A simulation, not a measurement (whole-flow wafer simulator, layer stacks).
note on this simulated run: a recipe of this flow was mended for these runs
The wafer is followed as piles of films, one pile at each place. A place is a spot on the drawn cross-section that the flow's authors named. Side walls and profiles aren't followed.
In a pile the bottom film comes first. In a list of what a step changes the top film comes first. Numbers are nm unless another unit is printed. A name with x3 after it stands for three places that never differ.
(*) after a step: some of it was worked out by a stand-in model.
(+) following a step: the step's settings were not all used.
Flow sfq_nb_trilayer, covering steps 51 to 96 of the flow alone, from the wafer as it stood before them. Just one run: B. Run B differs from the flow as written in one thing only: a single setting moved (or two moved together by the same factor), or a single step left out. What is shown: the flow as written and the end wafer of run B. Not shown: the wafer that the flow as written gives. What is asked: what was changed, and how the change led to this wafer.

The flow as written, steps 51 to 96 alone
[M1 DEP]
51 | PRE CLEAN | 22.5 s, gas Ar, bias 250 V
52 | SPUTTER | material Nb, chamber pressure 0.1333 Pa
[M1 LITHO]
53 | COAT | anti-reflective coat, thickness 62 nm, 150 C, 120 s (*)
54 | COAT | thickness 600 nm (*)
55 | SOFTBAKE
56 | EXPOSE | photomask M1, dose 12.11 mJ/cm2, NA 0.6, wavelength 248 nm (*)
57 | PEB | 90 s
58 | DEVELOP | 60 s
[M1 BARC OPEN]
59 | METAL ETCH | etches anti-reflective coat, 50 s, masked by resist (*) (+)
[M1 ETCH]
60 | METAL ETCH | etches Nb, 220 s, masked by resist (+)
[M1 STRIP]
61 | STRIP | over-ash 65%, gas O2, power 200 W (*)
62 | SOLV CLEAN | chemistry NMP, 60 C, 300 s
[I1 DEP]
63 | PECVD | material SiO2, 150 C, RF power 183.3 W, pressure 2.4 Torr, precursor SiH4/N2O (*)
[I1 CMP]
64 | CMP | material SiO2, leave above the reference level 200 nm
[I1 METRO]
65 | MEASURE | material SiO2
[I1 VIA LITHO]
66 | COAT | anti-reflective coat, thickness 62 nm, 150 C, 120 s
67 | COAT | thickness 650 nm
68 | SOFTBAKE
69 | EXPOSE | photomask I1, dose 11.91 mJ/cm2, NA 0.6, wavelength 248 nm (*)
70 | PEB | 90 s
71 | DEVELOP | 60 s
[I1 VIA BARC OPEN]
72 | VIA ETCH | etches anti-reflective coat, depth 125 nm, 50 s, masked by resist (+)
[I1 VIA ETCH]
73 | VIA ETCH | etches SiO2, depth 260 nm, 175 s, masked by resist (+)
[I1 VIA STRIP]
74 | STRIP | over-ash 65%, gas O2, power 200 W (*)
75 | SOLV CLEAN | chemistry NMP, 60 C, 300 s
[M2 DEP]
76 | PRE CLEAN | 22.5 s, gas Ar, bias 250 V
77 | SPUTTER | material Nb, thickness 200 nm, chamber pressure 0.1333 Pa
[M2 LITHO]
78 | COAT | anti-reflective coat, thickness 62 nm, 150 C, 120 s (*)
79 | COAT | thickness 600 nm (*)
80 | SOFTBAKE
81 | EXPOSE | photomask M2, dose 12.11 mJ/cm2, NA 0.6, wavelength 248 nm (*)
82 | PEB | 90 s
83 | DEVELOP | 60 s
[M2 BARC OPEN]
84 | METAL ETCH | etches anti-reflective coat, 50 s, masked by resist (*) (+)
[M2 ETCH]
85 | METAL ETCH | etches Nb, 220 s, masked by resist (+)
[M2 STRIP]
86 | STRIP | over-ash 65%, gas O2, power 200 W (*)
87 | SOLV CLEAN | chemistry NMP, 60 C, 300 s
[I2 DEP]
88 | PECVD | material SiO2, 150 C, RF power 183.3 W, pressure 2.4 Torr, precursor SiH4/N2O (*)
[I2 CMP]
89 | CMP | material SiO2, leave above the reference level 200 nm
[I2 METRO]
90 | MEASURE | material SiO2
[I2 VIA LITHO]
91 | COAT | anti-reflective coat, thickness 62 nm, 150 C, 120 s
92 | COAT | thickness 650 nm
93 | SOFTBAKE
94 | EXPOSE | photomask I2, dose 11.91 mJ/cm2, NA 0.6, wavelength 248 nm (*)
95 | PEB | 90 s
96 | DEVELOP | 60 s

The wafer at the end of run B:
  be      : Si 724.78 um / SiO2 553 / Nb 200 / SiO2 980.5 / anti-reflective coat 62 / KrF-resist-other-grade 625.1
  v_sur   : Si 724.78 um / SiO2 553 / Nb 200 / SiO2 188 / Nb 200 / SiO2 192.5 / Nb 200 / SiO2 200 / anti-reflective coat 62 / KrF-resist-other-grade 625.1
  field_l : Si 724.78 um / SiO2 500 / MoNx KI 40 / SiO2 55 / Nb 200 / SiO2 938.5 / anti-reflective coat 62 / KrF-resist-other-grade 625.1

The reason: step 51, PRE CLEAN: 36 s was run, whereas the flow has 22.5 s.

Step by step, how the change led to this:
  51 | PRE CLEAN | 22.5 s, gas Ar, bias 250 V
      field_l, v_sur, via_wl and 102 more: SiO2 loses 12 (as written it would have been: SiO2 loses 7.5)
      via_w: Nb loses 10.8 (as written it would have been: Nb loses 6.45)
